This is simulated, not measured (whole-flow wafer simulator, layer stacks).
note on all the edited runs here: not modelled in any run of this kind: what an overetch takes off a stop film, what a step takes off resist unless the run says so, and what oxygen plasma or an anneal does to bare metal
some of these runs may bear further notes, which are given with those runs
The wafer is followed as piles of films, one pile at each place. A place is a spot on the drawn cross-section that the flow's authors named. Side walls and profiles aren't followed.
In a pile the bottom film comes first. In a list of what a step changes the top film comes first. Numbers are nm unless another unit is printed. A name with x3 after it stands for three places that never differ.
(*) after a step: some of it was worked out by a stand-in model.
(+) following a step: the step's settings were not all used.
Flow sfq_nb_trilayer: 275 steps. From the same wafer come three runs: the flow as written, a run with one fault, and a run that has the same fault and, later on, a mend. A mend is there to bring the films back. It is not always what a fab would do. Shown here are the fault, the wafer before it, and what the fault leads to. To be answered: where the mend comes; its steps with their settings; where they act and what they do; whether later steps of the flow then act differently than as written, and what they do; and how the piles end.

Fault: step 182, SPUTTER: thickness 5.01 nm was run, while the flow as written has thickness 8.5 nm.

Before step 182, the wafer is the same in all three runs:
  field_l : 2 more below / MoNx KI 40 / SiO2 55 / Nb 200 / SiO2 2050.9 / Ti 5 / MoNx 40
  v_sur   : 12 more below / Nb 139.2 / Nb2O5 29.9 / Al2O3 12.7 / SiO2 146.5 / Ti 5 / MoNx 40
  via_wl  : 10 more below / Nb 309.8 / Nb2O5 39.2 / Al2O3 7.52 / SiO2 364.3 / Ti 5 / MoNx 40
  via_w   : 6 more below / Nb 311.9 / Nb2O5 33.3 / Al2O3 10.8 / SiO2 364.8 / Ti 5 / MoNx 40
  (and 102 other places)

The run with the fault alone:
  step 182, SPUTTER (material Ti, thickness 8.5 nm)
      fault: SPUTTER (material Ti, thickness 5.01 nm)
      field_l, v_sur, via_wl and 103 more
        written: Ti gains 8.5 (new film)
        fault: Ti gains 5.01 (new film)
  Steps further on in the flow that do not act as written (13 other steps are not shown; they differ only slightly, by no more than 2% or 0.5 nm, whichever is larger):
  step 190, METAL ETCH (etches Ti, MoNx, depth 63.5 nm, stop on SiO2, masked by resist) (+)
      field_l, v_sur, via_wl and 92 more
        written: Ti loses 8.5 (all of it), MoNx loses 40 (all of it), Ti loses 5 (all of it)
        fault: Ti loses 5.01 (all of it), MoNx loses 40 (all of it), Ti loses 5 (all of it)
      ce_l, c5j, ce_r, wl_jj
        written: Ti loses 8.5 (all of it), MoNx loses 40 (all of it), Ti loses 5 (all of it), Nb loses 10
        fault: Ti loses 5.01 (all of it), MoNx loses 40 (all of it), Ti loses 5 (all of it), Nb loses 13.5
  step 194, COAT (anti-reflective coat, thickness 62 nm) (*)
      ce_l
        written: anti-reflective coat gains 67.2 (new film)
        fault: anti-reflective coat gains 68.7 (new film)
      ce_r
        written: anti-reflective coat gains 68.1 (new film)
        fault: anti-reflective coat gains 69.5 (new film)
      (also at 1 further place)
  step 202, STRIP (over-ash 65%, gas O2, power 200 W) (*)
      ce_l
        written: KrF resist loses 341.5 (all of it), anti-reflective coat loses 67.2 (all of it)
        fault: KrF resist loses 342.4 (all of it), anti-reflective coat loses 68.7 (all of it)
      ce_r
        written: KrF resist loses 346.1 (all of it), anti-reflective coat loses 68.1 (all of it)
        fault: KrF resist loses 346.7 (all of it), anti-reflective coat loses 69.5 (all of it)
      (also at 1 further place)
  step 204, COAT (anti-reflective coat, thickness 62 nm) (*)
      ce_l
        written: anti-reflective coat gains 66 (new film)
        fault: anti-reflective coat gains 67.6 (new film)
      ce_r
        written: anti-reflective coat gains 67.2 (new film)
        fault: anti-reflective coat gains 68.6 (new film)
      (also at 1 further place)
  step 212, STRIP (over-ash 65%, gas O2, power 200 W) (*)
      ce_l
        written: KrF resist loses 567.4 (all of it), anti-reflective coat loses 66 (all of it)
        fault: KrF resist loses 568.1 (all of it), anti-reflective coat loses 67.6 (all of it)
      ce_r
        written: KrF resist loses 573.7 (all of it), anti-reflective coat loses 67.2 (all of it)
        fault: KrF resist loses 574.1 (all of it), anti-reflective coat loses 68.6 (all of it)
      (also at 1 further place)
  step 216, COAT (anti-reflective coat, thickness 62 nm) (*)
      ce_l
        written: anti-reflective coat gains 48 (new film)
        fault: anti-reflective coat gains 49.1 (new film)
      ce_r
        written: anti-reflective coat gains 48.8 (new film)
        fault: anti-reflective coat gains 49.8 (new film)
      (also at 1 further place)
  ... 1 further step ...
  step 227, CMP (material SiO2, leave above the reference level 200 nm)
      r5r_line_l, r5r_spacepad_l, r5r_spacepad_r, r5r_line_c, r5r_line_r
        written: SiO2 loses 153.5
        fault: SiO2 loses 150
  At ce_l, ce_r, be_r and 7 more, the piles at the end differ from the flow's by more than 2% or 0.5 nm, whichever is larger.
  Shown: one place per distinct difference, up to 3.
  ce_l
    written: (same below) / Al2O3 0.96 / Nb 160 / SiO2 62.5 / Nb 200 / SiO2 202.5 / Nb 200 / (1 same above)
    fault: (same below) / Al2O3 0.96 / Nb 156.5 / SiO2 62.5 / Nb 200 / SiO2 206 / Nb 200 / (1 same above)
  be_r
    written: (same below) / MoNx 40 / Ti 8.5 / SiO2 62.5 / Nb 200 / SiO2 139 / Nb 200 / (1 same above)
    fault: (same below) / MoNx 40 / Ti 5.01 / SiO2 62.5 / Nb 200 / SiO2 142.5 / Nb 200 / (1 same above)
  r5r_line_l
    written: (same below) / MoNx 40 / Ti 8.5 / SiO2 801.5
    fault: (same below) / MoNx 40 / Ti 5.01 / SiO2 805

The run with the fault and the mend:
  The mend stands after step 182.
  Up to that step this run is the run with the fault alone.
  step 182a, SPUTTER (material Ti, thickness 3.49 nm) (the flow's step 182 again, with other settings)
      field_l, v_sur, via_wl and 103 more
        Ti gains 3.49
  None of the later steps of the flow acts differently than as written at any place that is followed.
  The piles end the same as the flow's at every place that both follow.
